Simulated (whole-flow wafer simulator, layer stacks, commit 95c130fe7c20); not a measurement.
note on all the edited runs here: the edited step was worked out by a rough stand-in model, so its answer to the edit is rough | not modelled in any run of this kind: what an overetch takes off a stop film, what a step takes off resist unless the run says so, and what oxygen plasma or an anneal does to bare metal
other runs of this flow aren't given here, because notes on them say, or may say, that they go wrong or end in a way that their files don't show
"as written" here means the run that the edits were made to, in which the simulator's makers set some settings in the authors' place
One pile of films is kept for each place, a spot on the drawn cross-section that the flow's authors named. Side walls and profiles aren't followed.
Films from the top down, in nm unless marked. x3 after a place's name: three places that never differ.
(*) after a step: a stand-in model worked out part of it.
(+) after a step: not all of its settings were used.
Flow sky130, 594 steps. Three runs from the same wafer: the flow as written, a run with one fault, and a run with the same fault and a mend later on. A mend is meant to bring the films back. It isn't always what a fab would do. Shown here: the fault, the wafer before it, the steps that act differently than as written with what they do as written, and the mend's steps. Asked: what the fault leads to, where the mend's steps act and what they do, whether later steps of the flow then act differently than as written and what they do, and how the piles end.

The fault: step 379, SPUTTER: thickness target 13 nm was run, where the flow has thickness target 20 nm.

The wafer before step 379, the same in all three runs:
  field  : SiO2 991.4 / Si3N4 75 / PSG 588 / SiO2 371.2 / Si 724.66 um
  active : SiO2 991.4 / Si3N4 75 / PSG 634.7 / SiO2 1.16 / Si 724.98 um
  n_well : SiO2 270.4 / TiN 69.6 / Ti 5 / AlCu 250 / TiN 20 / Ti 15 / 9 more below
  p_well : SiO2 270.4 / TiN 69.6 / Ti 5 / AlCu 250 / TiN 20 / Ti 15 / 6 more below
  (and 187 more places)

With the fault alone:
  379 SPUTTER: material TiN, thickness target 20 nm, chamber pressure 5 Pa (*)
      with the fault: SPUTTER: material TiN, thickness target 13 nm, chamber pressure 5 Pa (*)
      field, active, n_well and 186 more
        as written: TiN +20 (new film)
        with the fault: TiN +13 (new film)
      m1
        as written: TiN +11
        with the fault: TiN +7.15
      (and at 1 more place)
  Later steps of the flow that act differently than as written (8 more steps differ only slightly, by at most 2% or 0.5 nm, whichever is larger, and aren't shown):
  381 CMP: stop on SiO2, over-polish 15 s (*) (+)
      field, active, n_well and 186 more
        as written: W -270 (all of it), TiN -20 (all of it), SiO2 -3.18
        with the fault: W -270 (all of it), TiN -13 (all of it), SiO2 -3.18
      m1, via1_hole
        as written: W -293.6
        with the fault: W -286.6
  At the end the piles differ from the flow's by more than 2% or 0.5 nm, whichever is larger, at m1, via1_hole.
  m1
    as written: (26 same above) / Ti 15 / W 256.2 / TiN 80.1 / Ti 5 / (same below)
    with the fault: (26 same above) / Ti 15 / W 260 / TiN 76.3 / Ti 5 / (same below)
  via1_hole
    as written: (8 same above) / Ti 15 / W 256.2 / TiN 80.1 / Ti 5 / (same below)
    with the fault: (8 same above) / Ti 15 / W 260.1 / TiN 76.3 / Ti 5 / (same below)

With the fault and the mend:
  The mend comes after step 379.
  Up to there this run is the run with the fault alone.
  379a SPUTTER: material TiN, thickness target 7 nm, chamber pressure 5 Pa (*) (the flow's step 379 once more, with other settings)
      field, active, n_well and 186 more
        TiN +7
      m1
        TiN +3.81
      via1_hole
        TiN +3.77
  No later step of the flow acts differently than as written, at any place that is followed, by more than 2% or 0.5 nm, whichever is larger.
  At the end the piles differ from the flow's only slightly at the places that both follow, by at most 2% or 0.5 nm, whichever is larger.
